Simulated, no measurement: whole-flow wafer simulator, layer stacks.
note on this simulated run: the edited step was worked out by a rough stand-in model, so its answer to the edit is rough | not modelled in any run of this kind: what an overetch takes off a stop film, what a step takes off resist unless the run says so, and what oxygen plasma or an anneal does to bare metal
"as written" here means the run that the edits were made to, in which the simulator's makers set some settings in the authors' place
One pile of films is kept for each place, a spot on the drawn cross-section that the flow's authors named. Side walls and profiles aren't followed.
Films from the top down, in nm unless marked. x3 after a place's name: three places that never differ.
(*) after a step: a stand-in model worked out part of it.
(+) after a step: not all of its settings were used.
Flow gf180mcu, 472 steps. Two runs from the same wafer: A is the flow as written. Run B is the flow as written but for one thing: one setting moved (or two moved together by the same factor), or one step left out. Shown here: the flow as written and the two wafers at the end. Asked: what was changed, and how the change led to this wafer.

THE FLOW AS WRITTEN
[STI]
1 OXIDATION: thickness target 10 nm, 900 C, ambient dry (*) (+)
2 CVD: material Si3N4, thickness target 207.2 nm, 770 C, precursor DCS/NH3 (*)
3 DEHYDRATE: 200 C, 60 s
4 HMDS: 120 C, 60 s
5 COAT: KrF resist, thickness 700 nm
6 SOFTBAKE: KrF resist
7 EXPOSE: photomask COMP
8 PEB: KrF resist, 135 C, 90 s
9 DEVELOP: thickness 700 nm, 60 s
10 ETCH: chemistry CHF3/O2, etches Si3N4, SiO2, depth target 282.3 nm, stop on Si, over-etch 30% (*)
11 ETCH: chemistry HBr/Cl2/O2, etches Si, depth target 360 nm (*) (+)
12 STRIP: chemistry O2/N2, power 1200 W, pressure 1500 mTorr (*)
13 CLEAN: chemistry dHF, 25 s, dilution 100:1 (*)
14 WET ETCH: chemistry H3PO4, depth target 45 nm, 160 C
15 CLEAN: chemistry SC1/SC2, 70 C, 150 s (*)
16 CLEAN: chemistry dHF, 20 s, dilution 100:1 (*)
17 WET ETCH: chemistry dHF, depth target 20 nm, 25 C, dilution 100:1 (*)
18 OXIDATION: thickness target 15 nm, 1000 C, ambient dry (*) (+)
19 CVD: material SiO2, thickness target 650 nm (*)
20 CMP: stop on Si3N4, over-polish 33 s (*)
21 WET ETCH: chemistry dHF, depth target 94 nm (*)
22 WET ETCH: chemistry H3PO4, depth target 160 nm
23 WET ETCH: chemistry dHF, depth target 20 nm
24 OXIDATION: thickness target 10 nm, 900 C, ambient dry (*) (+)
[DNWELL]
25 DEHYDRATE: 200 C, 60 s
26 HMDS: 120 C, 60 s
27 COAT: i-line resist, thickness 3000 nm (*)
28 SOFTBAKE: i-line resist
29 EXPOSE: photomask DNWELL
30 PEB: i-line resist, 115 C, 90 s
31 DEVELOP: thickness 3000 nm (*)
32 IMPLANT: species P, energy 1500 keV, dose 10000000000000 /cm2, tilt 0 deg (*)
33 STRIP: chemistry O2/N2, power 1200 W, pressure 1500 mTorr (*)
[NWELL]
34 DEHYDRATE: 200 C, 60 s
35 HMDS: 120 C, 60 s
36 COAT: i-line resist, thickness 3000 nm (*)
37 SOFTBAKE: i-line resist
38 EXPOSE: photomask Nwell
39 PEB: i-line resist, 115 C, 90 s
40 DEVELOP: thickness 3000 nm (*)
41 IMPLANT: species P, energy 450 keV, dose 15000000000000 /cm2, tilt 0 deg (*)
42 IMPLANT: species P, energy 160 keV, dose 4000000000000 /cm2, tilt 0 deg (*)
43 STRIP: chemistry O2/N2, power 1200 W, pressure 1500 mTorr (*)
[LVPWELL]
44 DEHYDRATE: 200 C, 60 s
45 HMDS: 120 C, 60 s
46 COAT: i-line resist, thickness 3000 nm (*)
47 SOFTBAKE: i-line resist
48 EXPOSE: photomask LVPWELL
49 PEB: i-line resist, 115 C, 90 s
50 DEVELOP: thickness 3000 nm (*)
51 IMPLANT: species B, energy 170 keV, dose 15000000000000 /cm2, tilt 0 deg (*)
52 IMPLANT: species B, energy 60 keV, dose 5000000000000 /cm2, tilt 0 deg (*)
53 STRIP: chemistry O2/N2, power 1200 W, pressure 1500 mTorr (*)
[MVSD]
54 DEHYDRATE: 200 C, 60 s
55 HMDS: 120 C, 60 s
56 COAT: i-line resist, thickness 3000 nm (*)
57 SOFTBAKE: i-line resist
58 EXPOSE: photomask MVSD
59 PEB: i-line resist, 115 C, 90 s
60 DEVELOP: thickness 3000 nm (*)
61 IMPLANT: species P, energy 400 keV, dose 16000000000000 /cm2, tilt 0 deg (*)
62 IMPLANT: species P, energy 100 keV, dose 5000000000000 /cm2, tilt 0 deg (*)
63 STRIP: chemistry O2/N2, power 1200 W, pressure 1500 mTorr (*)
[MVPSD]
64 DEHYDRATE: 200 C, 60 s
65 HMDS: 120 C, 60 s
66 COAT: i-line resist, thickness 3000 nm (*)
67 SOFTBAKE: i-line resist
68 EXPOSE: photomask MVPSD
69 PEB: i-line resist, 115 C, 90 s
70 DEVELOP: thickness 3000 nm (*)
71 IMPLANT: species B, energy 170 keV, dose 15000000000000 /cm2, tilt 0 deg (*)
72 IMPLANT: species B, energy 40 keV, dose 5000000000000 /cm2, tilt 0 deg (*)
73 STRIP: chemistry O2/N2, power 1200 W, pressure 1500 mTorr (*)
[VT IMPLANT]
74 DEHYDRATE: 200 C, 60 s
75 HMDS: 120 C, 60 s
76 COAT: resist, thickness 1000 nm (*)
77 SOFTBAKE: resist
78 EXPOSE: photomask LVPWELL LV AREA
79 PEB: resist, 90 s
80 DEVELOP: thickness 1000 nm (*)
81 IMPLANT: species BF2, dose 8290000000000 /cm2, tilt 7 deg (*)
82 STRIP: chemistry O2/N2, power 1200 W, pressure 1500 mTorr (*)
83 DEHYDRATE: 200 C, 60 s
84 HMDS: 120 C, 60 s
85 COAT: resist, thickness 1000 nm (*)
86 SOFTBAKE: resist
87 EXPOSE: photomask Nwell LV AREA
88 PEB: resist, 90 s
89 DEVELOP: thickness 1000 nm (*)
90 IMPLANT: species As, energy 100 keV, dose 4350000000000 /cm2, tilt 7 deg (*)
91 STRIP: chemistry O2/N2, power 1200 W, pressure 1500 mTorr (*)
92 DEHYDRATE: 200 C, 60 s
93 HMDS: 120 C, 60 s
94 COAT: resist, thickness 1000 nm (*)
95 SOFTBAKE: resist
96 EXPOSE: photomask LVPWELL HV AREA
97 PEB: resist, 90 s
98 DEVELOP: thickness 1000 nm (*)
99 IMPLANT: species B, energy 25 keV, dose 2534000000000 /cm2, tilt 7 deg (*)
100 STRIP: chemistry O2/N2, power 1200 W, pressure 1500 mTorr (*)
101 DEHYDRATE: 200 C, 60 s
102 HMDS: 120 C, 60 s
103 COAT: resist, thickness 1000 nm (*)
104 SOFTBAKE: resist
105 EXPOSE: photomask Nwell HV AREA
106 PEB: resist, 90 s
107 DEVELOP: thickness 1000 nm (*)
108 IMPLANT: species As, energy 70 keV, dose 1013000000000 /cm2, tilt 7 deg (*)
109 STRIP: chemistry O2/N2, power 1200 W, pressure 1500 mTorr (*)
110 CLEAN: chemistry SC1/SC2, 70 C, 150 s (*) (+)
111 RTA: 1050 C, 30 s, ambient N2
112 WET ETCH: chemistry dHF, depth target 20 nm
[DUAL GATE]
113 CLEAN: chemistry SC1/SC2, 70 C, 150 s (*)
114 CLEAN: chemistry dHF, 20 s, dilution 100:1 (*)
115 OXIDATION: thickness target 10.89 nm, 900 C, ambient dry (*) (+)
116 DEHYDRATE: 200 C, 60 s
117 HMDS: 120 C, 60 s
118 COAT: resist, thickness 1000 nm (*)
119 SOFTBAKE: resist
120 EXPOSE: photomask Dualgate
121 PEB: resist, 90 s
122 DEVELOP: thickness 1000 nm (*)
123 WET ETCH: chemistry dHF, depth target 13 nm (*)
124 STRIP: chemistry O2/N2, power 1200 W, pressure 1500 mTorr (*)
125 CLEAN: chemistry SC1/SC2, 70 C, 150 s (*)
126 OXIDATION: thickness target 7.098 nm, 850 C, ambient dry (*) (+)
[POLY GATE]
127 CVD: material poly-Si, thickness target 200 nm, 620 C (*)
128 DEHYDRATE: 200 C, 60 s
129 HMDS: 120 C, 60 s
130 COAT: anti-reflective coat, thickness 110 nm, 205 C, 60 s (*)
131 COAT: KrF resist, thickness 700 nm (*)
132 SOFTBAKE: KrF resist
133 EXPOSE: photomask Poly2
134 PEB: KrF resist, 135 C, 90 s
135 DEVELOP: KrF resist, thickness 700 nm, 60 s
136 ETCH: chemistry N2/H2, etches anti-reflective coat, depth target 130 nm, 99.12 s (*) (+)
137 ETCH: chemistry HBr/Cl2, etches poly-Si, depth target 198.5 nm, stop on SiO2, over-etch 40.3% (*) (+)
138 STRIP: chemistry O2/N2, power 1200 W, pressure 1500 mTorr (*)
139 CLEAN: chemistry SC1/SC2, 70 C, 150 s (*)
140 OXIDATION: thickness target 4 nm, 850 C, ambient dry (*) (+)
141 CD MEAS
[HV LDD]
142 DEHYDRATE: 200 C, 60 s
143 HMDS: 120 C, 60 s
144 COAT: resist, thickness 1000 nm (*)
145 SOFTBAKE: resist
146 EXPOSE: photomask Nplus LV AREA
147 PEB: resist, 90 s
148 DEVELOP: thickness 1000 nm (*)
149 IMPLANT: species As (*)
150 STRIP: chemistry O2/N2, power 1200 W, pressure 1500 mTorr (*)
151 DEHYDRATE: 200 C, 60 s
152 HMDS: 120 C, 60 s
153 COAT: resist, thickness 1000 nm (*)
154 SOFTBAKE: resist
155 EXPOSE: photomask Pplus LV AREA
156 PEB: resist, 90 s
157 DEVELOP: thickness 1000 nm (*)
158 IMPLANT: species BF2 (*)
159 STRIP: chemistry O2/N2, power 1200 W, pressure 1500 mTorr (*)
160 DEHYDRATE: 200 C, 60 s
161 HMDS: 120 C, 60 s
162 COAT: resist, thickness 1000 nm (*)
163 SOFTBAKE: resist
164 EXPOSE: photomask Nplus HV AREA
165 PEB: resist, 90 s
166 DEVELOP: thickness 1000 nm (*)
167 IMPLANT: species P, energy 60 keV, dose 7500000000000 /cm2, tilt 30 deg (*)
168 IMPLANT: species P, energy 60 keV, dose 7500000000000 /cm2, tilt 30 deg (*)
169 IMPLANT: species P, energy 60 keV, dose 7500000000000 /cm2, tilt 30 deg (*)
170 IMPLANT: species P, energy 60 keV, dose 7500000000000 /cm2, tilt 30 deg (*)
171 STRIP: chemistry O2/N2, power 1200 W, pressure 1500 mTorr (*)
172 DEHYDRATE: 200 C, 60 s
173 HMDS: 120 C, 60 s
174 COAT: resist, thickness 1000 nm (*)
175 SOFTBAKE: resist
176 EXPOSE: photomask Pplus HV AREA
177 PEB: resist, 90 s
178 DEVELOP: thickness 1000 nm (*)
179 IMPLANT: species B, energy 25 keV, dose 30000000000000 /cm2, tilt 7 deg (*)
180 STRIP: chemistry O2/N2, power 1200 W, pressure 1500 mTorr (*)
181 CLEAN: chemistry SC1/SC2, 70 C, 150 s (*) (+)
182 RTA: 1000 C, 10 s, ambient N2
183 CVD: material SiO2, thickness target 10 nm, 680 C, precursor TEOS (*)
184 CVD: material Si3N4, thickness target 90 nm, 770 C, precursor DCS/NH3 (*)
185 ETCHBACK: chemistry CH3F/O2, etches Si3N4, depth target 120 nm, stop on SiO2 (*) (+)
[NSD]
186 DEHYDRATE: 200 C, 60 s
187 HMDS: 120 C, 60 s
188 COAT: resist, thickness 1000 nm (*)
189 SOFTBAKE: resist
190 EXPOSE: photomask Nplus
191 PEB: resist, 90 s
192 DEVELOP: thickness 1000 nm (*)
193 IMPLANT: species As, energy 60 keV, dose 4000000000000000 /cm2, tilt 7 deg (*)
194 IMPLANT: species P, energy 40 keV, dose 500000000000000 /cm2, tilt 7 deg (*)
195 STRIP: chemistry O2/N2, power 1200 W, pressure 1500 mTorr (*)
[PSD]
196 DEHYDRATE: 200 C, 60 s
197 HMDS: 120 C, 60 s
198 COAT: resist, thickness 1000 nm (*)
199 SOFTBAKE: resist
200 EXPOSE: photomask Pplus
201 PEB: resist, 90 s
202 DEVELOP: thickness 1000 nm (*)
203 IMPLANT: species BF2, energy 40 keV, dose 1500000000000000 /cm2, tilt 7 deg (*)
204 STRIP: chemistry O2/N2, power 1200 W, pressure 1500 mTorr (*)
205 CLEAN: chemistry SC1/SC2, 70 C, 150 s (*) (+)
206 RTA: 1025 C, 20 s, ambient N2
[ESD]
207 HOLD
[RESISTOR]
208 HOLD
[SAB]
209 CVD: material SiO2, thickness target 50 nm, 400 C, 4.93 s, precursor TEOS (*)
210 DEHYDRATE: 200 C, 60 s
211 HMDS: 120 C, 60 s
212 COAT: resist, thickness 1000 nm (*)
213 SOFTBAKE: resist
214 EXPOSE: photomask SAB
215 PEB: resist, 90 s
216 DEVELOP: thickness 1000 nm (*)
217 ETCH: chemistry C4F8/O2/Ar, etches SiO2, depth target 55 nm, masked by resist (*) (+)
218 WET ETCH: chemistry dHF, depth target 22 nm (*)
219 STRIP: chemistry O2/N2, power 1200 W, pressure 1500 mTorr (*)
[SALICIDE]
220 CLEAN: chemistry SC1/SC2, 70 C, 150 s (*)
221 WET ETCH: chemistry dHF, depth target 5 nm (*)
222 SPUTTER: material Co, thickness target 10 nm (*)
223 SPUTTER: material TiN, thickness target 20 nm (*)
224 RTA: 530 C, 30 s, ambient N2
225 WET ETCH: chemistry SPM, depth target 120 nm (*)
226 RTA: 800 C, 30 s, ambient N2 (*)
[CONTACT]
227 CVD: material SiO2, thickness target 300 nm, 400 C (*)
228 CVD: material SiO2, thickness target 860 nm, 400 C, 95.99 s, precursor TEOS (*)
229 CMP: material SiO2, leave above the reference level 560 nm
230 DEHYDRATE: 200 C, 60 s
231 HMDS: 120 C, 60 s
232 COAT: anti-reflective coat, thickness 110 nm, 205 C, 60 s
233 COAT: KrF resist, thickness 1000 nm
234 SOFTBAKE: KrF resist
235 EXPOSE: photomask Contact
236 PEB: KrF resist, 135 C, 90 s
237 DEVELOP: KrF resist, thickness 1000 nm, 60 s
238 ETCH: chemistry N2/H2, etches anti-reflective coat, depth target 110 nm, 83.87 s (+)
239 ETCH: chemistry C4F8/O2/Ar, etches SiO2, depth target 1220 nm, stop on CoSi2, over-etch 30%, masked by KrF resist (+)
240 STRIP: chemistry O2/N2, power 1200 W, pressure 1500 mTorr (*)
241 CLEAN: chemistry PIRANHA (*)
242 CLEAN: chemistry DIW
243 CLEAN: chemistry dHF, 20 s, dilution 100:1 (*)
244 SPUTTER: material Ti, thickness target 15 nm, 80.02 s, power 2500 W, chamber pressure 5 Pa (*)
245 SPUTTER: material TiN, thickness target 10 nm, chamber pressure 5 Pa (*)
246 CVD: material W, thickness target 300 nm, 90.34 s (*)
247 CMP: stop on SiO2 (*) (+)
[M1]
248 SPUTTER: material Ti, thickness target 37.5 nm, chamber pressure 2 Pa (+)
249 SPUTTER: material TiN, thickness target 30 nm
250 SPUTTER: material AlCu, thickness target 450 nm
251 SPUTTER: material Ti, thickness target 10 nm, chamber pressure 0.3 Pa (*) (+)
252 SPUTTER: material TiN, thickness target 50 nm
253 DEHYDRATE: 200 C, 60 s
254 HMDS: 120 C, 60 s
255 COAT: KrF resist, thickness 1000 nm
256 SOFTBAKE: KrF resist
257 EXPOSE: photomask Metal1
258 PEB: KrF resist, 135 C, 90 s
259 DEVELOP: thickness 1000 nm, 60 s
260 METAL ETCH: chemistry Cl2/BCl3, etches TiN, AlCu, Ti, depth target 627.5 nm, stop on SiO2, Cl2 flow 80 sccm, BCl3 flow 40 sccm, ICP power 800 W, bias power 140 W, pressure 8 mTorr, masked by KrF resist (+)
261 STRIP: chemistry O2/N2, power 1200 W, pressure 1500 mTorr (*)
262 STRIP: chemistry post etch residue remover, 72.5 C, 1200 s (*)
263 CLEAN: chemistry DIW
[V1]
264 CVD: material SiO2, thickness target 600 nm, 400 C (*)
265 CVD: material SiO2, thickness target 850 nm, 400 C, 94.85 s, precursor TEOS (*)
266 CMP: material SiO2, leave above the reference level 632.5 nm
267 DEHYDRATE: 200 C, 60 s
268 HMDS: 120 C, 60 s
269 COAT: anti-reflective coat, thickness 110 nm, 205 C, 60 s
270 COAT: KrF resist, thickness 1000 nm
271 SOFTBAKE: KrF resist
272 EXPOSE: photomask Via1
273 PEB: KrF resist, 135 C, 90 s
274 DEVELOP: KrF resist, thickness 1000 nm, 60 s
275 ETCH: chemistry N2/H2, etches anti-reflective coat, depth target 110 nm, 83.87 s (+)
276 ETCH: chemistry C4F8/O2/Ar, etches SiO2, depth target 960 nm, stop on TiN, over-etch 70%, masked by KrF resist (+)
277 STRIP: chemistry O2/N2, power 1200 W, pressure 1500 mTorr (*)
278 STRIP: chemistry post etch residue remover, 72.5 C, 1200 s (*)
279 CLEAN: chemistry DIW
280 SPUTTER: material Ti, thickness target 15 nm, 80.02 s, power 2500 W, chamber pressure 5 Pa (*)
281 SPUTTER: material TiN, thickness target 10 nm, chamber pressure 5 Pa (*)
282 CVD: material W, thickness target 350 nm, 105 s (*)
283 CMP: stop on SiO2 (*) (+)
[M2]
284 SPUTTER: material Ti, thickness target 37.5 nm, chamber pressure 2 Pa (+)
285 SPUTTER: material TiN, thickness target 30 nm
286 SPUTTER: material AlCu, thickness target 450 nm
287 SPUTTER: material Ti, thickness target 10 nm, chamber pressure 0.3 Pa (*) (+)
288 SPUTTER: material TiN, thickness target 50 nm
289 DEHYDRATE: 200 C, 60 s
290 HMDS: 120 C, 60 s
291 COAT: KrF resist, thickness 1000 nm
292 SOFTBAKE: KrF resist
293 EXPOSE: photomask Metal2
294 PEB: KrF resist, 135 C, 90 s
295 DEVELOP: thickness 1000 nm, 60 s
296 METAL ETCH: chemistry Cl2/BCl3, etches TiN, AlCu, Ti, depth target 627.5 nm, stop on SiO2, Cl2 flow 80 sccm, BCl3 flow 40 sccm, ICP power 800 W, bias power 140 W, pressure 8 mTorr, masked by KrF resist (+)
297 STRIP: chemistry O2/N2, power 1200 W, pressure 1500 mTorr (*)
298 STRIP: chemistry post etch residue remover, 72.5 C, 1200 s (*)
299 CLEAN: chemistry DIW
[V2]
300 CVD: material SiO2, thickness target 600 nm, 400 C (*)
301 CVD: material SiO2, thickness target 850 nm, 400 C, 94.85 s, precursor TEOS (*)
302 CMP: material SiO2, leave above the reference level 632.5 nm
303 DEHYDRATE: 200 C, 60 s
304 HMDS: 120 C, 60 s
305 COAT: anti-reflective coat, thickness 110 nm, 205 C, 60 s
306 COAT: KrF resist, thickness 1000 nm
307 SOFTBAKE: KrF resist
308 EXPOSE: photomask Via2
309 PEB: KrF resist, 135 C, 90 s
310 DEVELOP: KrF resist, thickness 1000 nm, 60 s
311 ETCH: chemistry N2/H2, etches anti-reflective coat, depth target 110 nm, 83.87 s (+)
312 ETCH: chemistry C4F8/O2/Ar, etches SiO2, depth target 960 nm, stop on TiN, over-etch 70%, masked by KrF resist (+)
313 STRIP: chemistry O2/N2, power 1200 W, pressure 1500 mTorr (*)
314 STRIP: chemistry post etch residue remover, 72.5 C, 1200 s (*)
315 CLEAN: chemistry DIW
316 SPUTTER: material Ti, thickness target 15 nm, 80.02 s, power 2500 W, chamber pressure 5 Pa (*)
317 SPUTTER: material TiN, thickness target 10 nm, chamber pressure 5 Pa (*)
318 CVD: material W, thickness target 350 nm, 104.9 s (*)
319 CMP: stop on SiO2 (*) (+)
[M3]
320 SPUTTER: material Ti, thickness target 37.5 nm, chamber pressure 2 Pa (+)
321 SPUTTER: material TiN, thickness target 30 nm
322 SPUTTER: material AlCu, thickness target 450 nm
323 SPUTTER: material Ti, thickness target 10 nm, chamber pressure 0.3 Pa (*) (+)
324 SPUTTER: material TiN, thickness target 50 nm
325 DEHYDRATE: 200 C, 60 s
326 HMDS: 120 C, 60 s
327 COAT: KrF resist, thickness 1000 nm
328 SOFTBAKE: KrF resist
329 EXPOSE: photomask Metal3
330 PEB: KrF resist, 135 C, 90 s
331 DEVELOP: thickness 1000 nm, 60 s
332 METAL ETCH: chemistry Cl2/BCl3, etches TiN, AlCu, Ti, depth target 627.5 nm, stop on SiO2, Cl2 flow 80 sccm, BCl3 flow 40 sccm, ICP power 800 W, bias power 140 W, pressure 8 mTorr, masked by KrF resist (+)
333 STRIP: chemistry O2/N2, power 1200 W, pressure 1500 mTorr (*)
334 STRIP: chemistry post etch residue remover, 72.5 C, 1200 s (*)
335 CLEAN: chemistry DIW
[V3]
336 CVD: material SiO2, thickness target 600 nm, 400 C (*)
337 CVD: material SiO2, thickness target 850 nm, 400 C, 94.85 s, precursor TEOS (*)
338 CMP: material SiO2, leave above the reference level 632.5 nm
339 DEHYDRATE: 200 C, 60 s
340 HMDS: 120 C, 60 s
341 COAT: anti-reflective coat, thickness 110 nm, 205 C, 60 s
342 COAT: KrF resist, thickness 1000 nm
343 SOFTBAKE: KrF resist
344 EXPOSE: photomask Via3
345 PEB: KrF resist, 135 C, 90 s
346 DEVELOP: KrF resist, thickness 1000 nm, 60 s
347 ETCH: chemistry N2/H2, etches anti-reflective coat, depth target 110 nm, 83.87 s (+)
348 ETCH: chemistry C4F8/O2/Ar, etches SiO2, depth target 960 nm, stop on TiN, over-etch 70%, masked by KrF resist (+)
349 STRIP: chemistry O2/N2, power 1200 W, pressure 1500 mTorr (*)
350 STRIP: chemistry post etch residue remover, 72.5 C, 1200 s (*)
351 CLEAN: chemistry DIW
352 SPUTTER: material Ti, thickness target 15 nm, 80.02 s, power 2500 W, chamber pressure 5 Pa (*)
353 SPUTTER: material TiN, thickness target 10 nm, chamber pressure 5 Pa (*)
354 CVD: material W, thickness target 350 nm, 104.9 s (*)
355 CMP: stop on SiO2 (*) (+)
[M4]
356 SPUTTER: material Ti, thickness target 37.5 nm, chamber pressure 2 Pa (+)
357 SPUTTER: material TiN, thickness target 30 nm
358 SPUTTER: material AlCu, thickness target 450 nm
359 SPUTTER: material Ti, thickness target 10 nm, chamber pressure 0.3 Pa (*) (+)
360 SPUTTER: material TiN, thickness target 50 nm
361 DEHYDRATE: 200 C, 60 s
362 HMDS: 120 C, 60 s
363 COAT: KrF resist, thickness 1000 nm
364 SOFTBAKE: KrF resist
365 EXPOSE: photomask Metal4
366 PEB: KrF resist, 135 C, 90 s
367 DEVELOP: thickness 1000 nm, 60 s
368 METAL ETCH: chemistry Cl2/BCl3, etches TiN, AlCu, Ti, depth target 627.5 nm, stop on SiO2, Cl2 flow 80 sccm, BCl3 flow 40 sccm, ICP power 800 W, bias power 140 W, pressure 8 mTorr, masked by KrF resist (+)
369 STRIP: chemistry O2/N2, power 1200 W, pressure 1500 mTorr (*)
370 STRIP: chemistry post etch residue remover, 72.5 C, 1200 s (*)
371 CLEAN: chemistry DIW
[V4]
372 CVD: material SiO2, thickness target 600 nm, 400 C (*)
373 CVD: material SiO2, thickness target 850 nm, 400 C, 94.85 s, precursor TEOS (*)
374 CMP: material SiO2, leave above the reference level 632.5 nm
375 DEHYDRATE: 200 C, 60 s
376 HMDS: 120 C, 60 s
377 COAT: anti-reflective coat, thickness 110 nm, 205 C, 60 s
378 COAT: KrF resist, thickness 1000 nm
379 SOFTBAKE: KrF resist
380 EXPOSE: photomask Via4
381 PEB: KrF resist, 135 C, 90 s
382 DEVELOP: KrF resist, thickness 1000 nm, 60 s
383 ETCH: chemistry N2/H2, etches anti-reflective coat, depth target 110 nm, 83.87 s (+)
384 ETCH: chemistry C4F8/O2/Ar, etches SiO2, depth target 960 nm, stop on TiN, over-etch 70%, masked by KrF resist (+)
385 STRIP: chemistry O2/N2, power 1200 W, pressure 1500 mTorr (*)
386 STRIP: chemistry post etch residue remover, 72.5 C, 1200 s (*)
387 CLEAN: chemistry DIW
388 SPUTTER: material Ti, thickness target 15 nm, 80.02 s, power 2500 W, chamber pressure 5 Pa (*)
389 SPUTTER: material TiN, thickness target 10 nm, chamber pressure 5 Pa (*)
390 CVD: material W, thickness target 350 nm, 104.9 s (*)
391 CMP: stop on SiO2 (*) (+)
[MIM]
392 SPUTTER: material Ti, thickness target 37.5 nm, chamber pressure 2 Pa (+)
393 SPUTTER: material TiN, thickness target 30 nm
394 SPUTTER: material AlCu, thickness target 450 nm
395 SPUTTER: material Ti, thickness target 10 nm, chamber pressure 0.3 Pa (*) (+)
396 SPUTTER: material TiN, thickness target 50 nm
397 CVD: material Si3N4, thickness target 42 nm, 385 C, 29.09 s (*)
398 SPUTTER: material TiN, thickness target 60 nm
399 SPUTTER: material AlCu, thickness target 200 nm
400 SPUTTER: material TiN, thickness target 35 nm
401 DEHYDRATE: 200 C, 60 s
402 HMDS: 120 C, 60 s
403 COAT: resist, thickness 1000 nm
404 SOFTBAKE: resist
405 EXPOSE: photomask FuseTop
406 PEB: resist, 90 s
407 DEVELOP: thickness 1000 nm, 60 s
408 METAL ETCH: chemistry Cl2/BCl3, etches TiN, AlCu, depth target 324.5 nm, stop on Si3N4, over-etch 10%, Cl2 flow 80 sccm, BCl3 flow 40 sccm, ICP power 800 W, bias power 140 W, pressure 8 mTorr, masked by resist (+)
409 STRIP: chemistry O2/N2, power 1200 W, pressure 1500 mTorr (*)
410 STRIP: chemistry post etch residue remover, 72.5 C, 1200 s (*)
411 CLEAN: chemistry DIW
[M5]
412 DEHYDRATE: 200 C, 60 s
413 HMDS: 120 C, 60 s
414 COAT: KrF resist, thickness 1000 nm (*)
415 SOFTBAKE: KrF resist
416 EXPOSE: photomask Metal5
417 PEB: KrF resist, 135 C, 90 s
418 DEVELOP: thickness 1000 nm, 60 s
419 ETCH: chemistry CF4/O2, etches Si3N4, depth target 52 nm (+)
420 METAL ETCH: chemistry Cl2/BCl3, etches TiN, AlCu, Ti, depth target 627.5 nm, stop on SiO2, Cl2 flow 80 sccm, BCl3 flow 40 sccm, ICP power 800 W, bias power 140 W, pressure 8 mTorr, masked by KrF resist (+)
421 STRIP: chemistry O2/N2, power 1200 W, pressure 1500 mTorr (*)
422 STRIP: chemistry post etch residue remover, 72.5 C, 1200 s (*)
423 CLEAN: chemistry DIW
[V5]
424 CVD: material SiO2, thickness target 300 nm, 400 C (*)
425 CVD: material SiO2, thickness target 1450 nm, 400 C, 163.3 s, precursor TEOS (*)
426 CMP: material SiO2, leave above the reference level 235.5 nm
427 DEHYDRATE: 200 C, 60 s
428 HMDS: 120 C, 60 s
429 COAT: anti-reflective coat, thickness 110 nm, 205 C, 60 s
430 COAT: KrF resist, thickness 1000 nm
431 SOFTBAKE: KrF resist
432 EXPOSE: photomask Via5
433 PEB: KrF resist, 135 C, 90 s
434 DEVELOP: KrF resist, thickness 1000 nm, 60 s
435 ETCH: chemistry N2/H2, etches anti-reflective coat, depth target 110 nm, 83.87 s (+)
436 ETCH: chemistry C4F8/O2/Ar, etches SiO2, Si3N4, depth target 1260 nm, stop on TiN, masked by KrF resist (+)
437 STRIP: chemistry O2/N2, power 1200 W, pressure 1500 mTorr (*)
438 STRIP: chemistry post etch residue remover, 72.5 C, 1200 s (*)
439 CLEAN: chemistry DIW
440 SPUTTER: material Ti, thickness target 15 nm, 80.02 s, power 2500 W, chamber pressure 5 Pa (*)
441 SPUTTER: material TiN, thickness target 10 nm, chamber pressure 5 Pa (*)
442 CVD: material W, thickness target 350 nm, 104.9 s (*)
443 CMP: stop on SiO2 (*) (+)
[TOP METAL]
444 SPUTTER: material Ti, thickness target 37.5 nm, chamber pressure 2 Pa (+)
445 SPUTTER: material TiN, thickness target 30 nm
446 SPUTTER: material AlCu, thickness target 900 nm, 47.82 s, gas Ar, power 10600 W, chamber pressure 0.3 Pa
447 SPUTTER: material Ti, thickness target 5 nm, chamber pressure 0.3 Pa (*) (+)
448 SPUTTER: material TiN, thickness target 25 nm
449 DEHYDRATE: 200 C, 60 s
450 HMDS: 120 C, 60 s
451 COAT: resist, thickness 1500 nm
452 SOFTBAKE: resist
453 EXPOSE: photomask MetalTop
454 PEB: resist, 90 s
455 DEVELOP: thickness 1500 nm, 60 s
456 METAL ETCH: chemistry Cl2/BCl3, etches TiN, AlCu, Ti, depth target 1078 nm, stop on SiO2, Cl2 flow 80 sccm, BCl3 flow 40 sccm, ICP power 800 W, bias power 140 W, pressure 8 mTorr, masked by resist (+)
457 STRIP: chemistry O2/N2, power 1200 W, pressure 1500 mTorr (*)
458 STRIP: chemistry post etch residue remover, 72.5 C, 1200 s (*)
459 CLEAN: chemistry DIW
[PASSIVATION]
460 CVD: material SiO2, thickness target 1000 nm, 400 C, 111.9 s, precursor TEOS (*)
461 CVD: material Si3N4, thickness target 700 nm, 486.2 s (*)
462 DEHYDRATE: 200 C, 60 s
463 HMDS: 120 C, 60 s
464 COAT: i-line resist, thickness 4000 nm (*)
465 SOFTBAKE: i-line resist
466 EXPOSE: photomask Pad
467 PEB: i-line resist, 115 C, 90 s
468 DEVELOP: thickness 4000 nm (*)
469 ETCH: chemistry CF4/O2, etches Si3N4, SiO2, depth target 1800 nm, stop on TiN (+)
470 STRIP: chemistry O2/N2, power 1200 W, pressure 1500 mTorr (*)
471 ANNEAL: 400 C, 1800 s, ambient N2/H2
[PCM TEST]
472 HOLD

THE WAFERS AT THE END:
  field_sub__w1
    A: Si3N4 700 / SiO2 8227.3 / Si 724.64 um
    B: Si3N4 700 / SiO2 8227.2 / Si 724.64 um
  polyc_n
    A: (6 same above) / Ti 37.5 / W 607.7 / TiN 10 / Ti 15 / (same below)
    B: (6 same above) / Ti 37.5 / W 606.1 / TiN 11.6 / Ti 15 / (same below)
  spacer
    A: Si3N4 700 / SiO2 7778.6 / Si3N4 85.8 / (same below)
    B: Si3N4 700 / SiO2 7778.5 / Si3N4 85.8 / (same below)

The cause: step 245, SPUTTER: thickness target 11.6 nm was run, where the flow has thickness target 10 nm.
It can be read off the wafer: polyc_n has TiN 11.6, and step 245 as written asks for 10 nm.

How the change led to this, step by step:
  245 SPUTTER: material TiN, thickness target 10 nm, chamber pressure 5 Pa (*)
      field, field__w1, field__w2 and 107 more: A TiN +10 (new film) | B TiN +11.6 (new film)
      contact: A TiN +5.48 (new film) | B TiN +6.35 (new film)
  247 CMP: stop on SiO2 (*) (+)
      field, field__w1, field__w2 and 105 more: A W -300 (all of it), TiN -10 (all of it), Ti -15 (all of it), SiO2 -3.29 | B W -300 (all of it), TiN -11.6 (all of it), Ti -15 (all of it), SiO2 -3.31
